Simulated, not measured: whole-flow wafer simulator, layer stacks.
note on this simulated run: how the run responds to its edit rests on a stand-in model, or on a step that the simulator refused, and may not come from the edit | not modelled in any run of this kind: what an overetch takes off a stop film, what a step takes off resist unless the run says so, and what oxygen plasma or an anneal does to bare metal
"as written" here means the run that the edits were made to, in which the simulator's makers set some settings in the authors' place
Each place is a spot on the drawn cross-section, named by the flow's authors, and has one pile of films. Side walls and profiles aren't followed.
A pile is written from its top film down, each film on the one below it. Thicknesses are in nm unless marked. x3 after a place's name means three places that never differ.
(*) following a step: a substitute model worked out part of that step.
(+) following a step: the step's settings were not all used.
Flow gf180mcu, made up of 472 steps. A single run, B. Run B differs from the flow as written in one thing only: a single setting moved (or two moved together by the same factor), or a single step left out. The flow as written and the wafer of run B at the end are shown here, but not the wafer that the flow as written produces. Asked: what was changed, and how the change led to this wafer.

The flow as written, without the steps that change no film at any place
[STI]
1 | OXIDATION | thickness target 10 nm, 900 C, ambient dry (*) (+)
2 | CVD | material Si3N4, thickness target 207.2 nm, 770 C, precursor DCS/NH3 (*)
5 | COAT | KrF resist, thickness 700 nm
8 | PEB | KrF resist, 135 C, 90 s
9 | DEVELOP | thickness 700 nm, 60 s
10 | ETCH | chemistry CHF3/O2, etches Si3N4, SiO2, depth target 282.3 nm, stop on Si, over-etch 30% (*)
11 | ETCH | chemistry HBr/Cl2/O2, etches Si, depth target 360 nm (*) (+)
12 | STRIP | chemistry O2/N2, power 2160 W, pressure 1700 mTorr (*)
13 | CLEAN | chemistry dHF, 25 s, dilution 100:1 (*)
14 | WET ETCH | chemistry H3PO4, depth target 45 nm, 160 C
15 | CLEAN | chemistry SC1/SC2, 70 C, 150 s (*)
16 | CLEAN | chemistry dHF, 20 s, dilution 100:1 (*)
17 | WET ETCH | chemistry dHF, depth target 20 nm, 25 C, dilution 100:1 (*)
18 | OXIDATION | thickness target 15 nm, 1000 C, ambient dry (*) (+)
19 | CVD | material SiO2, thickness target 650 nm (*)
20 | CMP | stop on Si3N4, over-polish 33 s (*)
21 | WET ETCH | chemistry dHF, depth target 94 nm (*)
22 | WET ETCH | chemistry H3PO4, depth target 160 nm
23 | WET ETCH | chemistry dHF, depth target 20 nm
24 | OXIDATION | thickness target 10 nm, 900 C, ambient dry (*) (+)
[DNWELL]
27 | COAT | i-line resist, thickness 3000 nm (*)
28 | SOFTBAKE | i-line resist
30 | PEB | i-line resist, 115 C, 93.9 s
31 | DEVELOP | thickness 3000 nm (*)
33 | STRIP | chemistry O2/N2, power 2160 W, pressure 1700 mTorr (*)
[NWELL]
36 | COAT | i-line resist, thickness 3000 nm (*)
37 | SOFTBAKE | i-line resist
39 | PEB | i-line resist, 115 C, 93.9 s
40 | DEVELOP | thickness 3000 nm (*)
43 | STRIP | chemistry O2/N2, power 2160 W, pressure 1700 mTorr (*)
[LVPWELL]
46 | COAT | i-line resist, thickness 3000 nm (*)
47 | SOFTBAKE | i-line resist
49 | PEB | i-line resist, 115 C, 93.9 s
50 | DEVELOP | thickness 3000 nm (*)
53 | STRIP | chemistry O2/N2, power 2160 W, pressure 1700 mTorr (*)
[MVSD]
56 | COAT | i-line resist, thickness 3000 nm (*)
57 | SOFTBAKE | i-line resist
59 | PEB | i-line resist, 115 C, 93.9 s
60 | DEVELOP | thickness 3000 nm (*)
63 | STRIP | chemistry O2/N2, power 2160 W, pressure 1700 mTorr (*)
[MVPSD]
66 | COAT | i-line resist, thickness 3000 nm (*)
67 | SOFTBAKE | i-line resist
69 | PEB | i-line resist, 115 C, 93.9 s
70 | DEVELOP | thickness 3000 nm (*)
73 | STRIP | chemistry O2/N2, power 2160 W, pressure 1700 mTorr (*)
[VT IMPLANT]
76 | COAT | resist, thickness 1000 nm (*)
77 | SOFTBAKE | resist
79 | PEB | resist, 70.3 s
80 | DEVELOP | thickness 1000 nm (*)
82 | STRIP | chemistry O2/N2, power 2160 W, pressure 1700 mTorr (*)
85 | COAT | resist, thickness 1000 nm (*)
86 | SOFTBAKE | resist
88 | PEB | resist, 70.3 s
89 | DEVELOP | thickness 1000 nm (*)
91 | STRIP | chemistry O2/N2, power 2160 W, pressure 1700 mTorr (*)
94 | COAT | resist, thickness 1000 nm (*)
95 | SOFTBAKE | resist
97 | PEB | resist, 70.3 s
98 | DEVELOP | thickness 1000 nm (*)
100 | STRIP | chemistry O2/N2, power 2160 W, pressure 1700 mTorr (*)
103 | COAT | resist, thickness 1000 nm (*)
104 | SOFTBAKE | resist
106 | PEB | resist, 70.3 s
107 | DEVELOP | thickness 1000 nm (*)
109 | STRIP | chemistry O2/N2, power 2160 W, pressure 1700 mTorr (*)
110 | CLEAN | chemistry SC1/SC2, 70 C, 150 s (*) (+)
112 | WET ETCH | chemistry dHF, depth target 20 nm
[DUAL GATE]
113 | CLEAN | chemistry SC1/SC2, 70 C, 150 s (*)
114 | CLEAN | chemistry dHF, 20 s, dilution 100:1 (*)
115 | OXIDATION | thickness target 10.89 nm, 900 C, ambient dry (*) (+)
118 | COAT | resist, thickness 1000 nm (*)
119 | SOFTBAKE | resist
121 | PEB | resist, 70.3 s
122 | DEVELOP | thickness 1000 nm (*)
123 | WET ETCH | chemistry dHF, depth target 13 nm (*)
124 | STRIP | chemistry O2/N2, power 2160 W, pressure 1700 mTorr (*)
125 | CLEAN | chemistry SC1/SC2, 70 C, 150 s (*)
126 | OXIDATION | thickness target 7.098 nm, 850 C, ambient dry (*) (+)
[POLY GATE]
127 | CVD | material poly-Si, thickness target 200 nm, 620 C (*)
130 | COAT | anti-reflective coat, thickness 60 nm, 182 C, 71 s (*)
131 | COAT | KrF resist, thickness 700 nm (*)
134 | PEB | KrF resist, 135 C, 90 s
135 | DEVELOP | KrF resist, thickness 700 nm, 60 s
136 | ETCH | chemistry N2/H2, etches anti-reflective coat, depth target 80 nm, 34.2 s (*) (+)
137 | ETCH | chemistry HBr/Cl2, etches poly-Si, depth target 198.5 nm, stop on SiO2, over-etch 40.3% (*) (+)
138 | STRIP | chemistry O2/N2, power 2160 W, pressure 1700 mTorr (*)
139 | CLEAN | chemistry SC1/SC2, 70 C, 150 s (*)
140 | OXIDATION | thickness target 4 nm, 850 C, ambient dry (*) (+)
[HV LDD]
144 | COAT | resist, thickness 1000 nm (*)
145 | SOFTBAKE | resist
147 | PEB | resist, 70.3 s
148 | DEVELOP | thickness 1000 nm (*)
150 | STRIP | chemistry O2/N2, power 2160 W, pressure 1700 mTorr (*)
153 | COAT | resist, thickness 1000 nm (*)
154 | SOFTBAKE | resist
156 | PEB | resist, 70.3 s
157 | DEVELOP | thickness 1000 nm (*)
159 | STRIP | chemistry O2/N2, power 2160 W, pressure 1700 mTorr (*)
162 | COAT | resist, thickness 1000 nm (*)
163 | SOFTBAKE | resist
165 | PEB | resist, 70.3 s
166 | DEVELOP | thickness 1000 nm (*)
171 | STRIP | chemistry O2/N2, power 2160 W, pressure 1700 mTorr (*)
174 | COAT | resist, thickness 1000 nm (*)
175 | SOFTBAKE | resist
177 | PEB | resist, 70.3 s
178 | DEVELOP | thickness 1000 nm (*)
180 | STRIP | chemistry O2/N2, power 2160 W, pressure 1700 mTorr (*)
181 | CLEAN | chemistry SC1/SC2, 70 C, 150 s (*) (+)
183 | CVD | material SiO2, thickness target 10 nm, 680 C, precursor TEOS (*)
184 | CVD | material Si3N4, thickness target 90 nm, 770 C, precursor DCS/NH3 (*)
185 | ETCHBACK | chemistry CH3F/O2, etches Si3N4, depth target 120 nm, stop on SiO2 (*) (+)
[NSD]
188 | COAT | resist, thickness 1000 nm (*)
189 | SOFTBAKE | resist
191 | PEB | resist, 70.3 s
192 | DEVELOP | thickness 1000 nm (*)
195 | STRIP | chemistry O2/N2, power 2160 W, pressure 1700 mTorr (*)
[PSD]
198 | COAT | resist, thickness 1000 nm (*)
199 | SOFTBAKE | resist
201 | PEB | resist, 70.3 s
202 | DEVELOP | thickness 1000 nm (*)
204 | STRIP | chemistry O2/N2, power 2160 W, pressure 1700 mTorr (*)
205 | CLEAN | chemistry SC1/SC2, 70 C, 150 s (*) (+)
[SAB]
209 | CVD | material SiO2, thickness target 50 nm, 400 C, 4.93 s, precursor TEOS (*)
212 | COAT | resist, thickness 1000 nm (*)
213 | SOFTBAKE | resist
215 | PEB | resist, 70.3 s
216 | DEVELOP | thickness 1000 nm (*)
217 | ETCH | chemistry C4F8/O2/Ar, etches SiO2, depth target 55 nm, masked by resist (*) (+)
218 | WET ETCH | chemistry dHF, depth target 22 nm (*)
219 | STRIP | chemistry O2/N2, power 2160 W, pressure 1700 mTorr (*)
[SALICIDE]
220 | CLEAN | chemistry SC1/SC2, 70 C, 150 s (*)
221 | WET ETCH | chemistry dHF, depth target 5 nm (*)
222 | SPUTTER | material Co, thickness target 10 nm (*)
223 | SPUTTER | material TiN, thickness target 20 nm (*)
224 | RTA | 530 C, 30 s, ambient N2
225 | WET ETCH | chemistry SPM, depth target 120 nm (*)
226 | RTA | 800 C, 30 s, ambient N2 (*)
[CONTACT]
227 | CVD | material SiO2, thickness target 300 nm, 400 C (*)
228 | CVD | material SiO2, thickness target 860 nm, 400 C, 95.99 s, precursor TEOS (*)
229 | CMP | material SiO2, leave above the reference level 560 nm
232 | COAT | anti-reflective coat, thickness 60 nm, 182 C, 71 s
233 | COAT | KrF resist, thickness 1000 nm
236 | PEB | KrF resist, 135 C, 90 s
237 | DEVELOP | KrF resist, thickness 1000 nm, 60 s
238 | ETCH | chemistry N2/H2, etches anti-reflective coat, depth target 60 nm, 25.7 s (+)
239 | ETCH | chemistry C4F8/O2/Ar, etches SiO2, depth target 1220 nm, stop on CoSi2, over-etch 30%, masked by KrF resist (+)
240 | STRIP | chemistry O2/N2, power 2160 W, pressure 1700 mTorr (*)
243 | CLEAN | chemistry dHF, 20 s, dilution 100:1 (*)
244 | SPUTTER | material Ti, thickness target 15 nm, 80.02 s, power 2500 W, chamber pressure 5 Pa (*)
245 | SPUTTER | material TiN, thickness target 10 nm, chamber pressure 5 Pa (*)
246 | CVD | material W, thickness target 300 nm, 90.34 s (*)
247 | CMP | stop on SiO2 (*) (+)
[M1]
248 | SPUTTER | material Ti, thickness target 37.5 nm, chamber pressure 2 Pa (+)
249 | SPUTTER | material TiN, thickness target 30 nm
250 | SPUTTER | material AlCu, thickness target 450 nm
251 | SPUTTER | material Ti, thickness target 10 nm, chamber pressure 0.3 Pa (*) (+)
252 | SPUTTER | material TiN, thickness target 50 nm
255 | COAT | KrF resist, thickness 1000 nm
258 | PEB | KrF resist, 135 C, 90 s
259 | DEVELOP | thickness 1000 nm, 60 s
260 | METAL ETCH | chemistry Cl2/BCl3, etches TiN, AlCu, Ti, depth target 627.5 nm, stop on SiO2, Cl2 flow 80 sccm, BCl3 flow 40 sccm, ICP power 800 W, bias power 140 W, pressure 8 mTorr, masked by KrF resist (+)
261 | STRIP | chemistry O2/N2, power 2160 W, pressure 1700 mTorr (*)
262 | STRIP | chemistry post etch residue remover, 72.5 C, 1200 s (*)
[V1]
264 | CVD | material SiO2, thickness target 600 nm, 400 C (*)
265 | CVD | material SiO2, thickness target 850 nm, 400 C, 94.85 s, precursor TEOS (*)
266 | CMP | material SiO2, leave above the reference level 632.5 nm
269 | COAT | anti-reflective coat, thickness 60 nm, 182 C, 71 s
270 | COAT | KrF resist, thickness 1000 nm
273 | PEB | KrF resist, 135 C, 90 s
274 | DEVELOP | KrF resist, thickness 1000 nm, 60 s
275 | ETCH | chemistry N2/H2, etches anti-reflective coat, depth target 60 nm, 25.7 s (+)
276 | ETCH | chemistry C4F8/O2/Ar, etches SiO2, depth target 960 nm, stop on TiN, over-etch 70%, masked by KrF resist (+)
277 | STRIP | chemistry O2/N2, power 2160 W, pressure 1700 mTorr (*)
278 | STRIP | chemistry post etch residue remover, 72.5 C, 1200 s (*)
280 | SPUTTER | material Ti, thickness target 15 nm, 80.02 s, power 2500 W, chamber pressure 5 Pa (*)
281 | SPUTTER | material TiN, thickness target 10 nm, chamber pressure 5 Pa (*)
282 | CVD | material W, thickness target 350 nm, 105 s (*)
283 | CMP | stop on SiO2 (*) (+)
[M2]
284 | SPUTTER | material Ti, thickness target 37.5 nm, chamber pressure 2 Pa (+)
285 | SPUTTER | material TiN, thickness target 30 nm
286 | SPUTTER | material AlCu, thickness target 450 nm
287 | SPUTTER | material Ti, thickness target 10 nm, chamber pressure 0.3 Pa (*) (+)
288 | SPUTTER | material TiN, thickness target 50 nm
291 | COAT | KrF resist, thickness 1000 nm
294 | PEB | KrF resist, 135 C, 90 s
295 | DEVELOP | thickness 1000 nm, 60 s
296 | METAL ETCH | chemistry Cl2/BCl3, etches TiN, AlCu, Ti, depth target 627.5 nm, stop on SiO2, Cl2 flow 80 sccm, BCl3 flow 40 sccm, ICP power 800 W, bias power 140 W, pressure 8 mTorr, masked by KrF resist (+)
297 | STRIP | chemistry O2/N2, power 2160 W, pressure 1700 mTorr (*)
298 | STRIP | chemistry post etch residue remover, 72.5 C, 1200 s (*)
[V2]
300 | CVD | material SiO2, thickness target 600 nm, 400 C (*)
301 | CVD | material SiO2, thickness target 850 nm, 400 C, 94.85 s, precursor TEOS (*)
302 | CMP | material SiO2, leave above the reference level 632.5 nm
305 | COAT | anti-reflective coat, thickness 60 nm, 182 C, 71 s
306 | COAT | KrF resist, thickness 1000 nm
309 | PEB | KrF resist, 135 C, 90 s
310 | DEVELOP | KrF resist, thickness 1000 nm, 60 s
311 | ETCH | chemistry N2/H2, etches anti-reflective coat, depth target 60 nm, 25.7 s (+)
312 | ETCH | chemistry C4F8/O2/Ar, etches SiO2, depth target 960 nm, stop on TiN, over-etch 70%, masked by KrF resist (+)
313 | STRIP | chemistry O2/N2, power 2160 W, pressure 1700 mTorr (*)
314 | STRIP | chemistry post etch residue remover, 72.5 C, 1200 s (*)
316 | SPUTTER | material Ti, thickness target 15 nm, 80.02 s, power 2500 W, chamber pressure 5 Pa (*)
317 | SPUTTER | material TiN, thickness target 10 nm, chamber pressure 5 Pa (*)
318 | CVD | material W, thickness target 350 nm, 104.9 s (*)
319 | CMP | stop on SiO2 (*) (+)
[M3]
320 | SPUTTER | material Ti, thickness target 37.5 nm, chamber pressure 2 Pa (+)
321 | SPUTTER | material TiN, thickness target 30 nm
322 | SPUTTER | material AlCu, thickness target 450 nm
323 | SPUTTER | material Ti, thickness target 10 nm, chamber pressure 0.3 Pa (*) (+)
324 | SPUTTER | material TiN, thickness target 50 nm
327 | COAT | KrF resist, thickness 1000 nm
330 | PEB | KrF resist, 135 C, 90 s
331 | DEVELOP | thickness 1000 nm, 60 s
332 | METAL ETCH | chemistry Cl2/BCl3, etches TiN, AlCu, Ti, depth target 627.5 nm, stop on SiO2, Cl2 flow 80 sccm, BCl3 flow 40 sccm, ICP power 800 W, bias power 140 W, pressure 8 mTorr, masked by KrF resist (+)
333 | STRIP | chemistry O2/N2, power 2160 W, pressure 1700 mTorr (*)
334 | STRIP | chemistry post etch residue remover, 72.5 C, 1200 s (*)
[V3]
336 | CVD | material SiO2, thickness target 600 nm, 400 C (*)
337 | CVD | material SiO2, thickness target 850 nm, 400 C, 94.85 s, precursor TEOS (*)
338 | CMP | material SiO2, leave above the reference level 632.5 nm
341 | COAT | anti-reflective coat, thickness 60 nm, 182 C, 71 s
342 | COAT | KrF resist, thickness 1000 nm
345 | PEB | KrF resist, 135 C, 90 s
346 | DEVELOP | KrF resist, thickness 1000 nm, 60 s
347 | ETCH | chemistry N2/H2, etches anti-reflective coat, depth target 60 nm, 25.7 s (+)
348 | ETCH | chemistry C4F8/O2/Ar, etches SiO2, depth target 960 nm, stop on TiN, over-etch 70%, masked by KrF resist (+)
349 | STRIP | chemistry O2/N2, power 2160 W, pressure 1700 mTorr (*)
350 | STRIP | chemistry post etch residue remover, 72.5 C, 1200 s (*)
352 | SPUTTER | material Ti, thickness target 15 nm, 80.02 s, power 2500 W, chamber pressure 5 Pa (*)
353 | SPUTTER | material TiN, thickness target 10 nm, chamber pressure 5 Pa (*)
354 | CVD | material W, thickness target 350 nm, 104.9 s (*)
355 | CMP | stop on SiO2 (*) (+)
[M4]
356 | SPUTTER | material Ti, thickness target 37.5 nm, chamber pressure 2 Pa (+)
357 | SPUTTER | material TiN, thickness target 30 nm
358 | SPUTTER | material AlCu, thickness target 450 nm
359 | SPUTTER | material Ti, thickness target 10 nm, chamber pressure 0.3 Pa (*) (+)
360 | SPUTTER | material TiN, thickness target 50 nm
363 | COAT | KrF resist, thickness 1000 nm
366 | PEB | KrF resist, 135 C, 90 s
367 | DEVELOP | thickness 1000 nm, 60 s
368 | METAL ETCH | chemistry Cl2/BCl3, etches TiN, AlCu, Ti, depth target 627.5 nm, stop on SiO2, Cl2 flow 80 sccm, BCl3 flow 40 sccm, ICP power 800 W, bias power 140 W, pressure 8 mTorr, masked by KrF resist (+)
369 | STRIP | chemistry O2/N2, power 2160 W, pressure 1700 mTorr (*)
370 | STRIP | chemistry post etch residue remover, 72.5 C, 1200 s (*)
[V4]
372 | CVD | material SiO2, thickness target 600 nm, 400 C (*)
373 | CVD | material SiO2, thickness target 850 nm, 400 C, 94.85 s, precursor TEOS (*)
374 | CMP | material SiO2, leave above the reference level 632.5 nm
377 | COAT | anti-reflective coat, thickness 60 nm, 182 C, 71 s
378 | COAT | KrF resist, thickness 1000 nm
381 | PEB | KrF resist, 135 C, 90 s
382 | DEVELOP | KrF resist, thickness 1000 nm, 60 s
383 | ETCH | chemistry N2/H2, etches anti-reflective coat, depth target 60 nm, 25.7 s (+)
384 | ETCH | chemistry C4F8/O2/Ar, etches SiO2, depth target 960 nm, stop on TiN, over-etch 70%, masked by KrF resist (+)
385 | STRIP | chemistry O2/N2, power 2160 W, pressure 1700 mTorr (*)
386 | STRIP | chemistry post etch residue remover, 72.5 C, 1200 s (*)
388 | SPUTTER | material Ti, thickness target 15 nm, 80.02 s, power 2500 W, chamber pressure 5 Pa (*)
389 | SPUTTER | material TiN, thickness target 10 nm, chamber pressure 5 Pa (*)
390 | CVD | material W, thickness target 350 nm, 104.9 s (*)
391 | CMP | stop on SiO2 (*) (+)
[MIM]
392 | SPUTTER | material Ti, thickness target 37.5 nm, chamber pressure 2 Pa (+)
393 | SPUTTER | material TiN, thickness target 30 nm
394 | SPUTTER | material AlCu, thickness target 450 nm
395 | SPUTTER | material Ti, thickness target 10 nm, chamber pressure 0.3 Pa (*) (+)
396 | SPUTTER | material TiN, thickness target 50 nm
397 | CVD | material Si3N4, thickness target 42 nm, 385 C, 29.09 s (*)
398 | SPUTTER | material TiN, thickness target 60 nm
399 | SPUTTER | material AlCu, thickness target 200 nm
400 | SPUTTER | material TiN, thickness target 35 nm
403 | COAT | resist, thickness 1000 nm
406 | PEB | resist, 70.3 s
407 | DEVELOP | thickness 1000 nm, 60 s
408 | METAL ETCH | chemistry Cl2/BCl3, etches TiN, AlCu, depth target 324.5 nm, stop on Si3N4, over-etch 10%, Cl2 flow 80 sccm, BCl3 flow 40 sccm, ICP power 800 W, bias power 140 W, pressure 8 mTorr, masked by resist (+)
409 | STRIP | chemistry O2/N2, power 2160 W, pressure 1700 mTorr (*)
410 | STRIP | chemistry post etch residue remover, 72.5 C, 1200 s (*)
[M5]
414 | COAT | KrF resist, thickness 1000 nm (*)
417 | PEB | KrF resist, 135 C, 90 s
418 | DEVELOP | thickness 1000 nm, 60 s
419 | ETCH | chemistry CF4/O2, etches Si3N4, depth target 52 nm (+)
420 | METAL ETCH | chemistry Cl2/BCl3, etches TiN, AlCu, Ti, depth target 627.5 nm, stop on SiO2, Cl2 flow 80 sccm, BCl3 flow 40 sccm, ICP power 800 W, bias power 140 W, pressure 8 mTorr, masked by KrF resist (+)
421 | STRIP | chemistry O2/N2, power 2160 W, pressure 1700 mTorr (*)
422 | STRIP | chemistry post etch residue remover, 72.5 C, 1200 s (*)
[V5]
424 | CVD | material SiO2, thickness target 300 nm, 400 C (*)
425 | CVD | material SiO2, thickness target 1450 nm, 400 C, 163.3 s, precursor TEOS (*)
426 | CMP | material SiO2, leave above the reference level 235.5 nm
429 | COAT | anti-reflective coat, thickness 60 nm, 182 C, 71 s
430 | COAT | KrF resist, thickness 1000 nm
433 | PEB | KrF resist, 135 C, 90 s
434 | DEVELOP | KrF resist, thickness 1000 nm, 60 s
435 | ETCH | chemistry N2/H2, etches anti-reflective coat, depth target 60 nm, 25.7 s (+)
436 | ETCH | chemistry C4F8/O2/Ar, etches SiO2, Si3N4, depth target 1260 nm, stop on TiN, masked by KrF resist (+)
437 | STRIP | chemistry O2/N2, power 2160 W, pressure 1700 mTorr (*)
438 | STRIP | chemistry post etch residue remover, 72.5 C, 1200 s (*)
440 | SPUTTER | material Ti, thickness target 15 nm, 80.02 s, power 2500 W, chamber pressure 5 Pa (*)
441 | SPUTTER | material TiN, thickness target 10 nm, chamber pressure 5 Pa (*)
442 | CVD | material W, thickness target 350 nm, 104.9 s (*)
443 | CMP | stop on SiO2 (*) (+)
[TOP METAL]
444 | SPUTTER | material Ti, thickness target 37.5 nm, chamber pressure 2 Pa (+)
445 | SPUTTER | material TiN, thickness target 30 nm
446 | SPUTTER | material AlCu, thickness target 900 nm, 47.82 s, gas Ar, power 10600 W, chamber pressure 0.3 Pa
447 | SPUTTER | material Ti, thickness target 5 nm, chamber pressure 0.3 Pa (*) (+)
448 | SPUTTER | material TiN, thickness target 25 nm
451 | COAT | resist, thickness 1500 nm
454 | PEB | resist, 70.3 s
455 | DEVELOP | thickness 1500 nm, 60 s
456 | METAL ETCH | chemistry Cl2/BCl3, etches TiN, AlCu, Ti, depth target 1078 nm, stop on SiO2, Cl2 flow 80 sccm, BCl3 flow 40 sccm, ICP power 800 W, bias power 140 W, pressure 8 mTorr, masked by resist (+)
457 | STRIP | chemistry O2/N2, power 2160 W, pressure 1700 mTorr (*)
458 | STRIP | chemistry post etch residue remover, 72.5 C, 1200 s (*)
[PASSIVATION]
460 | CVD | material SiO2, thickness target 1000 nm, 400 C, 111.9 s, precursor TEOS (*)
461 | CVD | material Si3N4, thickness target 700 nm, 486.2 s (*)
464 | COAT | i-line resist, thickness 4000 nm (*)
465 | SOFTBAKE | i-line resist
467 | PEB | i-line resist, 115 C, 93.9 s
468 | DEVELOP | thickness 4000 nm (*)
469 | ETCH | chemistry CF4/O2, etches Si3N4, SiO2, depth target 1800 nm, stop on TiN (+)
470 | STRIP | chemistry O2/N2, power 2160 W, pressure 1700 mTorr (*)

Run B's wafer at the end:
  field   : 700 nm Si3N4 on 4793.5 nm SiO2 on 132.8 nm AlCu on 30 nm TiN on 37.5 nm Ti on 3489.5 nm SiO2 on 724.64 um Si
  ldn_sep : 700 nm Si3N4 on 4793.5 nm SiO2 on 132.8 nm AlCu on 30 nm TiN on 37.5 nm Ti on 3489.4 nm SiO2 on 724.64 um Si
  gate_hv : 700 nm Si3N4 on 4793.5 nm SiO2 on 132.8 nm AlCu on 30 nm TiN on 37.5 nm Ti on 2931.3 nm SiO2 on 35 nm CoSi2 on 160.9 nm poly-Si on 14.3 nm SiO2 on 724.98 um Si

What caused this: step 322, SPUTTER: thickness target 706 nm was run, though the flow has thickness target 450 nm.

How this came from the change, step by step:
  322 | SPUTTER | material AlCu, thickness target 450 nm
      field, field__w1, field__w2 and 108 more: +706 AlCu (new film) (it would be, as written: +450 AlCu (new film))
  332 | METAL ETCH | chemistry Cl2/BCl3, etches TiN, AlCu, Ti, depth target 627.5 nm, stop on SiO2, Cl2 flow 80 sccm, BCl3 flow 40 sccm, ICP power 800 W, bias power 140 W, pressure 8 mTorr, masked by KrF resist (+)
      field, field__w1, field__w2 and 103 more: -50 TiN (all of it), -10 Ti (all of it), -567.5 AlCu (it would be, as written: -50 TiN (all of it), -10 Ti (all of it), -450 AlCu (all of it), -30 TiN (all of it), -37.5 Ti (all of it))
  334 | STRIP | chemistry post etch residue remover, 72.5 C, 1200 s (*)
      field, field__w1, field__w2 and 103 more: -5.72 AlCu (it would be, as written: nothing)
  336 | CVD | material SiO2, thickness target 600 nm, 400 C (*)
      field, field__w1, field__w2 and 103 more: +600 SiO2 (new film) (it would be, as written: +600 SiO2)
  338 | CMP | material SiO2, leave above the reference level 632.5 nm
      field, field__w1, field__w2 and 103 more: -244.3 SiO2 (it would be, as written: -300 SiO2)
Taking metal films that touch as one body, field has 1 body; the flow as written gives 0 bodies.
Taking metal films that touch as one body, ldn_sep has 1 body; the flow as written gives 0 bodies.
Taking metal films that touch as one body, gate_hv has 2 bodies (between them, from the top down: SiO2 2931.3); the flow as written gives 1 body.
